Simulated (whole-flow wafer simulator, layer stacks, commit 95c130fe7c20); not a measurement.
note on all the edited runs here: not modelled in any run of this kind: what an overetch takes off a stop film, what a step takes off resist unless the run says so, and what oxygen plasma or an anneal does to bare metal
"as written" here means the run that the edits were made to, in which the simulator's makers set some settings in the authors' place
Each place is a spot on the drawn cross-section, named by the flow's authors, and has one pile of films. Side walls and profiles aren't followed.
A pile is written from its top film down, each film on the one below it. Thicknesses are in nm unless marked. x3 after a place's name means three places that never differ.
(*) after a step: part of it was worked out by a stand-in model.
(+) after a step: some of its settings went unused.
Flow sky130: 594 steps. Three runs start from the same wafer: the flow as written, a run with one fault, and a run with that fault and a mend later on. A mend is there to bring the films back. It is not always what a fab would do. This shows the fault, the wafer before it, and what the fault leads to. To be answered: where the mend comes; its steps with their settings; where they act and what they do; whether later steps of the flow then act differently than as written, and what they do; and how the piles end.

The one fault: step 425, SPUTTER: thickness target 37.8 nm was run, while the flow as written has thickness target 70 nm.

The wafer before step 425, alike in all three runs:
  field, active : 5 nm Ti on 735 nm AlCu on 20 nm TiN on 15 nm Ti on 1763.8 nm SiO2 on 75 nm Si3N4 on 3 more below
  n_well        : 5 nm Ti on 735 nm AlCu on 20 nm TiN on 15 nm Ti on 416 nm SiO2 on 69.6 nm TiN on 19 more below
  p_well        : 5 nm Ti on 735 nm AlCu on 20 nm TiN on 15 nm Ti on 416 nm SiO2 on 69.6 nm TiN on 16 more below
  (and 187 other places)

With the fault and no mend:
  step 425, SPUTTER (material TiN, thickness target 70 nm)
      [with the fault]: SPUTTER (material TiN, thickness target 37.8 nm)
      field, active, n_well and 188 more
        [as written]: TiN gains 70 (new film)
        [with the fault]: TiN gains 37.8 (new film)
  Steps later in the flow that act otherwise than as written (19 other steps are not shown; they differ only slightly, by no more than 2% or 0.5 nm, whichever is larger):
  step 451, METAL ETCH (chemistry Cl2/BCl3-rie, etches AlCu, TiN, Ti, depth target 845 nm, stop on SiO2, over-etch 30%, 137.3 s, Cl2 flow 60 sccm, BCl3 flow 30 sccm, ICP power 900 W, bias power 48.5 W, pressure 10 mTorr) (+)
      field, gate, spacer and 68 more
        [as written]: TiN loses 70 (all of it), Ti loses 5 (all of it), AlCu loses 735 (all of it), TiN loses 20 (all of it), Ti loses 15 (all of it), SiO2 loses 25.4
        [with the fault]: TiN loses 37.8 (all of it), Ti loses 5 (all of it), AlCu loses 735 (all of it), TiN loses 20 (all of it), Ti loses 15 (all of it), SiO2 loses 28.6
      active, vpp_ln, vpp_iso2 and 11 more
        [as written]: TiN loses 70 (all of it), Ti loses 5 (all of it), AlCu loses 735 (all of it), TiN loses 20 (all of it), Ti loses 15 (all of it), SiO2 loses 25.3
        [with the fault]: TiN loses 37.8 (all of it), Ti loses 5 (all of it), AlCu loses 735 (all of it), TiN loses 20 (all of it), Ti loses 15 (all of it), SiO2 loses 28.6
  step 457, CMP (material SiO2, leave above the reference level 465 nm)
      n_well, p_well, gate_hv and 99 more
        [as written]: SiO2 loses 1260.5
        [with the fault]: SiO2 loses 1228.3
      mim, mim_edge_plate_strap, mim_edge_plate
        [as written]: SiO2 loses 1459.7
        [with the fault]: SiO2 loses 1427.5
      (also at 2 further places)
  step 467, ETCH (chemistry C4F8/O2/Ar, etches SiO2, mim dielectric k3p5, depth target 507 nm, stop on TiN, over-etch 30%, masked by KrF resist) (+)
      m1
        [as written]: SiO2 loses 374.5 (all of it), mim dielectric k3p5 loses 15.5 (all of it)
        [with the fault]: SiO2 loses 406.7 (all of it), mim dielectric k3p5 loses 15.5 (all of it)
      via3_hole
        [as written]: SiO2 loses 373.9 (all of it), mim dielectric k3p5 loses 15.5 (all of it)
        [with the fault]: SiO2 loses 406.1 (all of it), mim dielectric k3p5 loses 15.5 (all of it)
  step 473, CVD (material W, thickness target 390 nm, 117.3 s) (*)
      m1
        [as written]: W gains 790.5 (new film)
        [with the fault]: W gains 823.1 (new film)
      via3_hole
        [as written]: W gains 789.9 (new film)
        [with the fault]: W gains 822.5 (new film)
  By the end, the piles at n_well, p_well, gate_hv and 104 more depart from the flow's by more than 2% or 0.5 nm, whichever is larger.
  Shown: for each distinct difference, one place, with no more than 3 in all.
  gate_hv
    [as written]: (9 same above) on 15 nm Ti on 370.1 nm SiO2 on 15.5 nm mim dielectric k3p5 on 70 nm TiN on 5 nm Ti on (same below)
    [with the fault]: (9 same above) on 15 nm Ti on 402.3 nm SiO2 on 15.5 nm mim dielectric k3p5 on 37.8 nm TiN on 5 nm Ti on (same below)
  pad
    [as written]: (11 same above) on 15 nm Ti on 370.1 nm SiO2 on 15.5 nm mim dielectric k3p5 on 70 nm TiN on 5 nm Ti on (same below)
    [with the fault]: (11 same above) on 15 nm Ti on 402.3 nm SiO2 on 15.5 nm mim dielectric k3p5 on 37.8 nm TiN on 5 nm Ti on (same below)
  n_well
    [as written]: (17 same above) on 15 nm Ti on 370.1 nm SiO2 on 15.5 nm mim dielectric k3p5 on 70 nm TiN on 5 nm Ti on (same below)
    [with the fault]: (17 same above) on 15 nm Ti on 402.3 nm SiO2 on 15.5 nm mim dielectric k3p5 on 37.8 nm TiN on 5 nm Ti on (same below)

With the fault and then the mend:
  The mend follows step 425.
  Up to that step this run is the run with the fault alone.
  step 425a, SPUTTER (material TiN, thickness target 32.2 nm) (the flow's step 425 again, with other settings)
      field, active, n_well and 188 more
        TiN gains 32.2
  None of the later steps of the flow acts differently than as written at any place that is followed.
  The piles end the same as the flow's at every place that both follow.
